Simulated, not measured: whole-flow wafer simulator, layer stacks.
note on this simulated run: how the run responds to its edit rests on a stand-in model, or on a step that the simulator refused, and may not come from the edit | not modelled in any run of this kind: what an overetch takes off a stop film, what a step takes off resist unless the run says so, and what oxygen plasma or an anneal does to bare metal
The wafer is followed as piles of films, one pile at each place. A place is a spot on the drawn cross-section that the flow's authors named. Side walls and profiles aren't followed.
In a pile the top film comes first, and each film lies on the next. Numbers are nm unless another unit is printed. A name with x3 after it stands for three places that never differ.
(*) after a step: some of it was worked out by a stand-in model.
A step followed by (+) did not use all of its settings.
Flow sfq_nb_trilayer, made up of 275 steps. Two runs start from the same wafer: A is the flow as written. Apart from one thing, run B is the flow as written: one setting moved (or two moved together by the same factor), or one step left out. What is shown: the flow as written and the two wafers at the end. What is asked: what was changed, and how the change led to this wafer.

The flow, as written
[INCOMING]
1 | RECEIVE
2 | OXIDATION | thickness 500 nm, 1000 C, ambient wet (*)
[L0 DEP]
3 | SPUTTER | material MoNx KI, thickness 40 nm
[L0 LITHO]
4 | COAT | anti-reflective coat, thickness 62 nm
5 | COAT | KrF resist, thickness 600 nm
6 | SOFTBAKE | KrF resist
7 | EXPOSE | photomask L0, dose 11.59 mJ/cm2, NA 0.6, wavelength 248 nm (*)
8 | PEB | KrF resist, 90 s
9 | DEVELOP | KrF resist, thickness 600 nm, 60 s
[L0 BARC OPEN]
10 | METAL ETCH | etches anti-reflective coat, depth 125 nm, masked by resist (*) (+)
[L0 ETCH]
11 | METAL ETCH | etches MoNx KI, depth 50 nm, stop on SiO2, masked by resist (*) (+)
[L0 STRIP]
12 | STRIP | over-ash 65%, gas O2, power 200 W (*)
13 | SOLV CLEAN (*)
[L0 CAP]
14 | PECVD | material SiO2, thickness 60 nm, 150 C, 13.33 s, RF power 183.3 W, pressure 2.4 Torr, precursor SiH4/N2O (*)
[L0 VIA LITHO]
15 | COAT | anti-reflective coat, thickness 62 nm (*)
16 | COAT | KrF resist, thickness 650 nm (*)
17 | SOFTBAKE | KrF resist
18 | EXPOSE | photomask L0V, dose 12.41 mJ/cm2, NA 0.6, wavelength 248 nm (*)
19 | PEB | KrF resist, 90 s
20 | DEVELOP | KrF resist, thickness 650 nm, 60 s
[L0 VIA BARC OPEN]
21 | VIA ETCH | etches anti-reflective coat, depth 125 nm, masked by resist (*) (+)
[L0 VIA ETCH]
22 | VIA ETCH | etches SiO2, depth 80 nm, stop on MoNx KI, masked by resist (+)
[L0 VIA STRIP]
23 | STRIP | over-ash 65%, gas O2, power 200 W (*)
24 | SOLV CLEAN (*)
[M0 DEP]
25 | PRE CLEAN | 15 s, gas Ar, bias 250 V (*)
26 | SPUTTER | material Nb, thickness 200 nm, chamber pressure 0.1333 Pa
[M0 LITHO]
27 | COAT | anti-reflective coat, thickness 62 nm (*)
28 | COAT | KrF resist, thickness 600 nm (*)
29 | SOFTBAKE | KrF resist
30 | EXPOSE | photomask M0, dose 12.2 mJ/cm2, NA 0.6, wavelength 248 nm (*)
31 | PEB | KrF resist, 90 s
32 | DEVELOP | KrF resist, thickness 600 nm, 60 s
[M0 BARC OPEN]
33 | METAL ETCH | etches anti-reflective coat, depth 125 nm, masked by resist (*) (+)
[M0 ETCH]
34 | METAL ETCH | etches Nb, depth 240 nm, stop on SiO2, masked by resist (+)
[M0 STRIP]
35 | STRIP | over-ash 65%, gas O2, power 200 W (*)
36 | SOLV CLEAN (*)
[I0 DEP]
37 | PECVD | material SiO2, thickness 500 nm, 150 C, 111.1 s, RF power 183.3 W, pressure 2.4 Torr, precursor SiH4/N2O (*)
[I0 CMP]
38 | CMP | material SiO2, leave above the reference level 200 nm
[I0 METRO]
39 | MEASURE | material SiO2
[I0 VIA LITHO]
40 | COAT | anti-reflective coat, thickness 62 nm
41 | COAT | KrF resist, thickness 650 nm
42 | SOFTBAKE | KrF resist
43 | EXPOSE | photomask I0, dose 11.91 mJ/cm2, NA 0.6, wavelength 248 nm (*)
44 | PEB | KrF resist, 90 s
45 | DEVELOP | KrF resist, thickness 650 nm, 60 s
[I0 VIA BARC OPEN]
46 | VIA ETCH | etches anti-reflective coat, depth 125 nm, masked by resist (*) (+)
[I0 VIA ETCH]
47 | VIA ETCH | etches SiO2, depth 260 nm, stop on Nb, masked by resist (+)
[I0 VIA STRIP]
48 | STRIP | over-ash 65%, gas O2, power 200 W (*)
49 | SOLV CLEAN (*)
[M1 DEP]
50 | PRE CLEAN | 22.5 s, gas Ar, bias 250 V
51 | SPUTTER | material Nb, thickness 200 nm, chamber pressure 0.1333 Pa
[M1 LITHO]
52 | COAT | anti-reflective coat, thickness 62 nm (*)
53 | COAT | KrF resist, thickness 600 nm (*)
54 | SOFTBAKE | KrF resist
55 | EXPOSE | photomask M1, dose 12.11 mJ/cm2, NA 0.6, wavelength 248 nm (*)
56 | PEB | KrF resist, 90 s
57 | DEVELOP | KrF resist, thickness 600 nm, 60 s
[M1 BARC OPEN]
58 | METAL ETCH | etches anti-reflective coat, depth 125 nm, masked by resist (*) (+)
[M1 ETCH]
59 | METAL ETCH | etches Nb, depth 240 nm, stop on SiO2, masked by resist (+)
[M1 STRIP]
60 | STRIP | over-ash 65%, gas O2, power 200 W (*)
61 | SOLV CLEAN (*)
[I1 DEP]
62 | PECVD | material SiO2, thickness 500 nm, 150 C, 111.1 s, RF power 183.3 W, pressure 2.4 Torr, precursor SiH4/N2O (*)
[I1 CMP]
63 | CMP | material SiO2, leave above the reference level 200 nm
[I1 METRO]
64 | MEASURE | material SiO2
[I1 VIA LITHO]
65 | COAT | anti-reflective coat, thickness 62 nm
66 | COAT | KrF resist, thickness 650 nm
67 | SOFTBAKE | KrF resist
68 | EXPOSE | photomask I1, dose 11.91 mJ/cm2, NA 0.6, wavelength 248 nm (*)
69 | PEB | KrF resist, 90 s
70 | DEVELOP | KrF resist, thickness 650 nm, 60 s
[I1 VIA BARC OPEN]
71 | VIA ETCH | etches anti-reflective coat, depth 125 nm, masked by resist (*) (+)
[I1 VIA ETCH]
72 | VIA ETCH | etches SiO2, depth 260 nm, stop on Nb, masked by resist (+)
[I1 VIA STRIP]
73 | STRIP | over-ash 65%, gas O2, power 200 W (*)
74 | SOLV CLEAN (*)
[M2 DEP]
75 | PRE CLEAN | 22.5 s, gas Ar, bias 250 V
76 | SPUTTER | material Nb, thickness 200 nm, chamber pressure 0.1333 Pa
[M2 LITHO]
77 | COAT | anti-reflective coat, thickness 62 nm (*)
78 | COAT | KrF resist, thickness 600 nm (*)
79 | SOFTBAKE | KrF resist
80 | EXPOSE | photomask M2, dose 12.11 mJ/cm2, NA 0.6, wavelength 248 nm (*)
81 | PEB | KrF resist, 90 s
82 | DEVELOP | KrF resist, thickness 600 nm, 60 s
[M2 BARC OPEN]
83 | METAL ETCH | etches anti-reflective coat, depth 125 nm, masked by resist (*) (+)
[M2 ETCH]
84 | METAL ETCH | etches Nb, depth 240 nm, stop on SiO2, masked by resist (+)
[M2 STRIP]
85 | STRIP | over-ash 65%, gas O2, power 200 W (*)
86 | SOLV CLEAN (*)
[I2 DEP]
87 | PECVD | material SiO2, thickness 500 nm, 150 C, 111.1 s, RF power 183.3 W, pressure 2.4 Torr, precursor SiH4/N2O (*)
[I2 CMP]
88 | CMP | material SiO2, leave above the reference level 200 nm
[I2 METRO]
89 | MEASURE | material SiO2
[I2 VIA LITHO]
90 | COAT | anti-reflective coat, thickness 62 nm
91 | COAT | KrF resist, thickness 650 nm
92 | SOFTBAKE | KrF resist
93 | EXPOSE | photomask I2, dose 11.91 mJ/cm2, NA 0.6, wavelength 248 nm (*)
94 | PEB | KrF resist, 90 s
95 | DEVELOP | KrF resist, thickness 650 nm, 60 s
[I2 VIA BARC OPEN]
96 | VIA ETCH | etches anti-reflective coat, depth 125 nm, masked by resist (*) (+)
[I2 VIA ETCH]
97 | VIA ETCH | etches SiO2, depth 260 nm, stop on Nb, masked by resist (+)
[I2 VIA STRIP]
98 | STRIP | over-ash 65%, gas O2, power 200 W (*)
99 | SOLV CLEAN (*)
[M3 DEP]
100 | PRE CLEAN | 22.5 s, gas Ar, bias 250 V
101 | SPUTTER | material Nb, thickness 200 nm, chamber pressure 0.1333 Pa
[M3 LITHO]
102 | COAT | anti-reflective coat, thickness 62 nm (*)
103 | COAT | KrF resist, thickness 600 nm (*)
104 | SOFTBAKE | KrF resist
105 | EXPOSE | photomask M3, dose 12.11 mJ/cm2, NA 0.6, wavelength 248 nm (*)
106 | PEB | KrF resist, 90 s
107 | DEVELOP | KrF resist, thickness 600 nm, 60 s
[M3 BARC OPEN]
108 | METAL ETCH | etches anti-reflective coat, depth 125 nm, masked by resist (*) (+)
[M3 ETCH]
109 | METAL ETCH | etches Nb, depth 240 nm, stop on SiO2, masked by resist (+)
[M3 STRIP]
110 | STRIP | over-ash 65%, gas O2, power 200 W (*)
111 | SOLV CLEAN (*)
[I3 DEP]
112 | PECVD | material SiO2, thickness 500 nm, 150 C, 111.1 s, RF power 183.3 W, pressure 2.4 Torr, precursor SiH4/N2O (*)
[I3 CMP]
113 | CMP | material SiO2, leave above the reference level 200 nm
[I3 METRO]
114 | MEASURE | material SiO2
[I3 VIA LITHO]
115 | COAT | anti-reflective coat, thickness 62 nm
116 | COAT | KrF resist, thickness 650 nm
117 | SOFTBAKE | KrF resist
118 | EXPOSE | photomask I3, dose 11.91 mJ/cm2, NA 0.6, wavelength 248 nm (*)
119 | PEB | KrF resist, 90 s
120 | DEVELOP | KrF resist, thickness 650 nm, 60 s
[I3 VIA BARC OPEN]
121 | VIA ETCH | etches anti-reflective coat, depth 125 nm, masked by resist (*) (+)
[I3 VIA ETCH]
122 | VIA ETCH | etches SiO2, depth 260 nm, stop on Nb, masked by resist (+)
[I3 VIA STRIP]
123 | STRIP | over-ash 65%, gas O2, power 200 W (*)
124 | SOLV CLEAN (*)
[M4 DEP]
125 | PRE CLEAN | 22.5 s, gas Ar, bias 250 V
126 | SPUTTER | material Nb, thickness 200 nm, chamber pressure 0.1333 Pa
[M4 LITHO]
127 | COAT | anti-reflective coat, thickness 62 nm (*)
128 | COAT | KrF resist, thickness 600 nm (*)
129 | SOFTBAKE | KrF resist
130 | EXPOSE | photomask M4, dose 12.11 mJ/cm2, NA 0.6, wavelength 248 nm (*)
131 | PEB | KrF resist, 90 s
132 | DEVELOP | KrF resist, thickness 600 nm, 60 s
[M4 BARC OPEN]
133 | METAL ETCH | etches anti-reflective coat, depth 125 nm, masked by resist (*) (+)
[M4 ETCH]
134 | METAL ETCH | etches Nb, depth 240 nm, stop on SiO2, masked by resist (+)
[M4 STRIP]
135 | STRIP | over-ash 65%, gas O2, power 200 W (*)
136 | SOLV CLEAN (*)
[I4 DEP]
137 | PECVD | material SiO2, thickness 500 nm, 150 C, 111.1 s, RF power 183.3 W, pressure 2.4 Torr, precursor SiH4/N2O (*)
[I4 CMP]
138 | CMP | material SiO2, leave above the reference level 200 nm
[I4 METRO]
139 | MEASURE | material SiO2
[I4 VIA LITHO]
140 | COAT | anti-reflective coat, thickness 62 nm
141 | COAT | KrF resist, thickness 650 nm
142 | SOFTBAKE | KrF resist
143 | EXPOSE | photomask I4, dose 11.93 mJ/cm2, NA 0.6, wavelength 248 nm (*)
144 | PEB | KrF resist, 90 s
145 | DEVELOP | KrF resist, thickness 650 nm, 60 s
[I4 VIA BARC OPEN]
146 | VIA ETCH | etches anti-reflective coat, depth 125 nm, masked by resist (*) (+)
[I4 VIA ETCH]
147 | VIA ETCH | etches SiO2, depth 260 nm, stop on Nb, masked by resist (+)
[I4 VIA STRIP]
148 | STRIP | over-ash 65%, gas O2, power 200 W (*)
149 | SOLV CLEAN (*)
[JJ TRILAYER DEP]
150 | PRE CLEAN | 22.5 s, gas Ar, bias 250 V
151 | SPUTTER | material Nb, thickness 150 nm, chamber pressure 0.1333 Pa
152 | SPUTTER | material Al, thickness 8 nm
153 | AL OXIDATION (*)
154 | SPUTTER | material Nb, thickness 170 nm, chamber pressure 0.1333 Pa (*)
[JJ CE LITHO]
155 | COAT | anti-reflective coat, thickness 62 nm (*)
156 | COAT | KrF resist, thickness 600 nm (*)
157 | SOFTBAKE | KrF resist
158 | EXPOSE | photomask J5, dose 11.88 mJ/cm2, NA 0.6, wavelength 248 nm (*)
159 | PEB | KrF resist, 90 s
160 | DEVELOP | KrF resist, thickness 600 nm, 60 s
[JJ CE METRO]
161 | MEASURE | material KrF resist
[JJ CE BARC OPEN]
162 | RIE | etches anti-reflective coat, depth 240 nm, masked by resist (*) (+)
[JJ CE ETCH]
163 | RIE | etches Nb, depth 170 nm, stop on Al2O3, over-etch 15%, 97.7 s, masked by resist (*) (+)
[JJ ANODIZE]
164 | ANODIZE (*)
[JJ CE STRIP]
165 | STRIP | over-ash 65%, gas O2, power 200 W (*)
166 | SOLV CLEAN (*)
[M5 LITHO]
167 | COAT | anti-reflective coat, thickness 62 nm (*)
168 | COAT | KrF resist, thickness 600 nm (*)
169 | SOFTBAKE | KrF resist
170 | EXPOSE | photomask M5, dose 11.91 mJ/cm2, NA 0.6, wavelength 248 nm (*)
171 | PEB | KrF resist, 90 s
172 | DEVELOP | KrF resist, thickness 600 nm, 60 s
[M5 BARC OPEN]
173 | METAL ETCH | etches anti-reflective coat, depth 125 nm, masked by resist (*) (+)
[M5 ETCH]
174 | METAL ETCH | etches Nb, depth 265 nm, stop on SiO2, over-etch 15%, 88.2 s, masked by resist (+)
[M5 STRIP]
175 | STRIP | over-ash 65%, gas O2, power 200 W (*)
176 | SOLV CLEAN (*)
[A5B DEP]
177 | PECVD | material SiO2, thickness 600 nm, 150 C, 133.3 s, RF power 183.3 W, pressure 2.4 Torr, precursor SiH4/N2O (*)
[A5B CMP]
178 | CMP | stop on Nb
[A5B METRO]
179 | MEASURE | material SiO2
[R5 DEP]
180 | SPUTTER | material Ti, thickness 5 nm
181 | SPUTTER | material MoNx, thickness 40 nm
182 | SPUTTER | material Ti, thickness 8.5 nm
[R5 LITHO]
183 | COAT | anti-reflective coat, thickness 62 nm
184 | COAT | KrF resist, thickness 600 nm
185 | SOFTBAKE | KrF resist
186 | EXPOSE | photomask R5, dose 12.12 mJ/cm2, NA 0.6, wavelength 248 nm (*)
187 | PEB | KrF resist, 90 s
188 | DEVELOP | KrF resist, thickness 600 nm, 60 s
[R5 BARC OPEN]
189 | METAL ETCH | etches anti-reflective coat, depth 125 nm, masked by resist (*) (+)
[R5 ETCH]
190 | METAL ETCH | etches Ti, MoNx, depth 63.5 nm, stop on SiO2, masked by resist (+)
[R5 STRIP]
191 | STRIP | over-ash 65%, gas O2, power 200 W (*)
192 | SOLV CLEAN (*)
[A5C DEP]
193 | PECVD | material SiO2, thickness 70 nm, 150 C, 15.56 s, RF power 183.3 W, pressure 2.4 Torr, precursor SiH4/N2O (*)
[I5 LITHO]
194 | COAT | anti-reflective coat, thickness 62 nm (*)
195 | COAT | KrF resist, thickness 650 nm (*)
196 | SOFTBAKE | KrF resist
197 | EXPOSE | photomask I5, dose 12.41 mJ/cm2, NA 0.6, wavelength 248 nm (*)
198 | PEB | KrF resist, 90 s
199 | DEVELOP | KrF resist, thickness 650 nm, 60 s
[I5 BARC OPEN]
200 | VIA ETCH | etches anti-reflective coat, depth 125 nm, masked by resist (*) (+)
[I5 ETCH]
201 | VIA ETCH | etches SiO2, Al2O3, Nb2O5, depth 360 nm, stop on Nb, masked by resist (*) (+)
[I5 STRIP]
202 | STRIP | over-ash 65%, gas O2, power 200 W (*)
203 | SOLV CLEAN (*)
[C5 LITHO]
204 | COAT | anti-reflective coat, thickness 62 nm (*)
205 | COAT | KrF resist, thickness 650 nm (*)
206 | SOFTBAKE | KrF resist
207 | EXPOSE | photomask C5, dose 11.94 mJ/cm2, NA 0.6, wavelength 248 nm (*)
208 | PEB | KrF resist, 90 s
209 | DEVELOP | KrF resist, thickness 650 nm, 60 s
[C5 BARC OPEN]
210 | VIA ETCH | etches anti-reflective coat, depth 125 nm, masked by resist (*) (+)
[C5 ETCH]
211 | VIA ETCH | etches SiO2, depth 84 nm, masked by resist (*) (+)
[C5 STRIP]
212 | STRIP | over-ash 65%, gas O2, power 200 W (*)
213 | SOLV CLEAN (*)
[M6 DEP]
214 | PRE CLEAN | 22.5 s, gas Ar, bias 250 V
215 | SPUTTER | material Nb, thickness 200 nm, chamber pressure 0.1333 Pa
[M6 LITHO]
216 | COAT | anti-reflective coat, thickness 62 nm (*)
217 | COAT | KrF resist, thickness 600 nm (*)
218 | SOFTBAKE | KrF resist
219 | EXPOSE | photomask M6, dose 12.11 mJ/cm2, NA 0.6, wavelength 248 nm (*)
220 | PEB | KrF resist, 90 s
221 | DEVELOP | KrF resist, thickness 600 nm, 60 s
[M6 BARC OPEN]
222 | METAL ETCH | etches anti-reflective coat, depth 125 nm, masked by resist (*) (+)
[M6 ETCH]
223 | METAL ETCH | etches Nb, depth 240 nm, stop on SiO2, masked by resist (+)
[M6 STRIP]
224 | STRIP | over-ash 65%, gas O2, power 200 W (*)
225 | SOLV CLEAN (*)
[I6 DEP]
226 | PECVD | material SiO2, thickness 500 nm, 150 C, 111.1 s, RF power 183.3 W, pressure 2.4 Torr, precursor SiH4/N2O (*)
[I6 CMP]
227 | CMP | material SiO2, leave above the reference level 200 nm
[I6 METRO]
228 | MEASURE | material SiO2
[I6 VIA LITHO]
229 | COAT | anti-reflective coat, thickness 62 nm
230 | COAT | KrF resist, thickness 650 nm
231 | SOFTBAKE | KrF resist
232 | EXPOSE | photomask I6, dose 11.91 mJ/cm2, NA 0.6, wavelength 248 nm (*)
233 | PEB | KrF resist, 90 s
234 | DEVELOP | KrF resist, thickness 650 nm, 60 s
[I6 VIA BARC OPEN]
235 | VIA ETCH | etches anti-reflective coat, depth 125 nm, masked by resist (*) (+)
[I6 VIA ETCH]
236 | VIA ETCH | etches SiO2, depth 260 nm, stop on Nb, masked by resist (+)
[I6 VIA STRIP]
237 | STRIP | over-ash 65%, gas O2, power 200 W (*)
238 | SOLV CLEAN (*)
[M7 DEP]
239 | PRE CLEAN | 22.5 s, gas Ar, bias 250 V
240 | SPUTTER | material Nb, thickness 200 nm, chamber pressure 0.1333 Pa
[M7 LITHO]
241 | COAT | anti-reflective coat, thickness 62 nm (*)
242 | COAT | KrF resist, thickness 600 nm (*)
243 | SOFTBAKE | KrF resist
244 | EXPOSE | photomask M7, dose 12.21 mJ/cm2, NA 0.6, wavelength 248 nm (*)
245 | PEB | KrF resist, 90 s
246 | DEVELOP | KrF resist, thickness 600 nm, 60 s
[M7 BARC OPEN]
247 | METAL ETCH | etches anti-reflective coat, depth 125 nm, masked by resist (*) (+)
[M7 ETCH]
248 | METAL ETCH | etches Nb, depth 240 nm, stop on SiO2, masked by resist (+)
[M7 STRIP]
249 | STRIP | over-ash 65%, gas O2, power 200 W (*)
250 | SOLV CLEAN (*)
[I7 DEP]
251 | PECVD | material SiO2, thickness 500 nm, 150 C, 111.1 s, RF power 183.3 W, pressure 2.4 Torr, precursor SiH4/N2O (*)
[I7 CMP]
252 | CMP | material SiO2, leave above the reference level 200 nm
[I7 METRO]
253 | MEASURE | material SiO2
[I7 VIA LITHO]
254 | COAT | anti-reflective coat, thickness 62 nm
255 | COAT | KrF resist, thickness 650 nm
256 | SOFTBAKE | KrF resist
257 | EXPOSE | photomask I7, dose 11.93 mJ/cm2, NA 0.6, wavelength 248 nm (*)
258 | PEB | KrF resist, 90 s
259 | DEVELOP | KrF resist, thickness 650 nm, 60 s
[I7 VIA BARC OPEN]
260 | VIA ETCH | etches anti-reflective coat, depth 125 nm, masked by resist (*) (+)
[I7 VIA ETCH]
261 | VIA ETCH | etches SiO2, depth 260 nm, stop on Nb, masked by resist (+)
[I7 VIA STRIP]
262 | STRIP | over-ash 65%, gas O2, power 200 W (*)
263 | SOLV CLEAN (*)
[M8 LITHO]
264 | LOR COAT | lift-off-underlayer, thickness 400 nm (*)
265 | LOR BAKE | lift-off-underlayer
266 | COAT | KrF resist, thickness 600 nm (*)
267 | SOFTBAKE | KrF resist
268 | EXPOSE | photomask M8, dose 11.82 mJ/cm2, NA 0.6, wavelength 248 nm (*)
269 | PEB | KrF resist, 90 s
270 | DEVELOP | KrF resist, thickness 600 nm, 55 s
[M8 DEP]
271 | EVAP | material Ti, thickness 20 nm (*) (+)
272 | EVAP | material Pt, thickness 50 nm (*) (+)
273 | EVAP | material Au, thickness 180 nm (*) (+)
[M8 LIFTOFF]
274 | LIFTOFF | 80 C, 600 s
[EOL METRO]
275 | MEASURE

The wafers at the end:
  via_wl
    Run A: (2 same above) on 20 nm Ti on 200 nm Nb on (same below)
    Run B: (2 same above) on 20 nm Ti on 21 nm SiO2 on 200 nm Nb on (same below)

Cause: step 261, VIA ETCH: depth 178.8 nm was run, while the flow as written has depth 260 nm.

How this came from the change, step by step:
  261 | VIA ETCH | etches SiO2, depth 260 nm, stop on Nb, masked by resist (+)
      via_wl, via_w, via_wr: A SiO2 loses 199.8 (all of it) | B SiO2 loses 178.8
      field_l, v_sur, via_sp and 100 more: A KrF resist loses 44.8 | B KrF resist loses 30.8
  262 | STRIP | over-ash 65%, gas O2, power 200 W (*)
      field_l, v_sur, via_sp and 100 more: A KrF resist loses 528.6 (all of it), anti-reflective coat loses 62 (all of it) | B KrF resist loses 542.6 (all of it), anti-reflective coat loses 62 (all of it)
  264 | LOR COAT | lift-off-underlayer, thickness 400 nm (*)
      via_wl, via_wr: A lift-off-underlayer gains 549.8 (new film) | B lift-off-underlayer gains 534 (new film)
      via_w: A lift-off-underlayer gains 536.4 (new film) | B lift-off-underlayer gains 522.1 (new film)
  270 | DEVELOP | KrF resist, thickness 600 nm, 55 s
      via_wl: A KrF resist loses 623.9 (all of it), lift-off-underlayer loses 549.8 (all of it) | B KrF resist loses 621.2 (all of it), lift-off-underlayer loses 534 (all of it)
      via_w: A KrF resist loses 635.4 (all of it), lift-off-underlayer loses 536.4 (all of it) | B KrF resist loses 631.6 (all of it), lift-off-underlayer loses 522.1 (all of it)
      (also at 1 further place)
Taking metal films that touch as one body, via_wl has 8 bodies (between them, from the top down: SiO2 21; SiO2 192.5; SiO2 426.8 / Al2O3 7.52 / Nb2O5 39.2; SiO2 192.5; SiO2 192.5; SiO2 192.5; SiO2 192.5); the flow as written gives 7 bodies (between them, from the top down: SiO2 192.5; SiO2 426.8 / Al2O3 7.52 / Nb2O5 39.2; SiO2 192.5; SiO2 192.5; SiO2 192.5; SiO2 192.5).
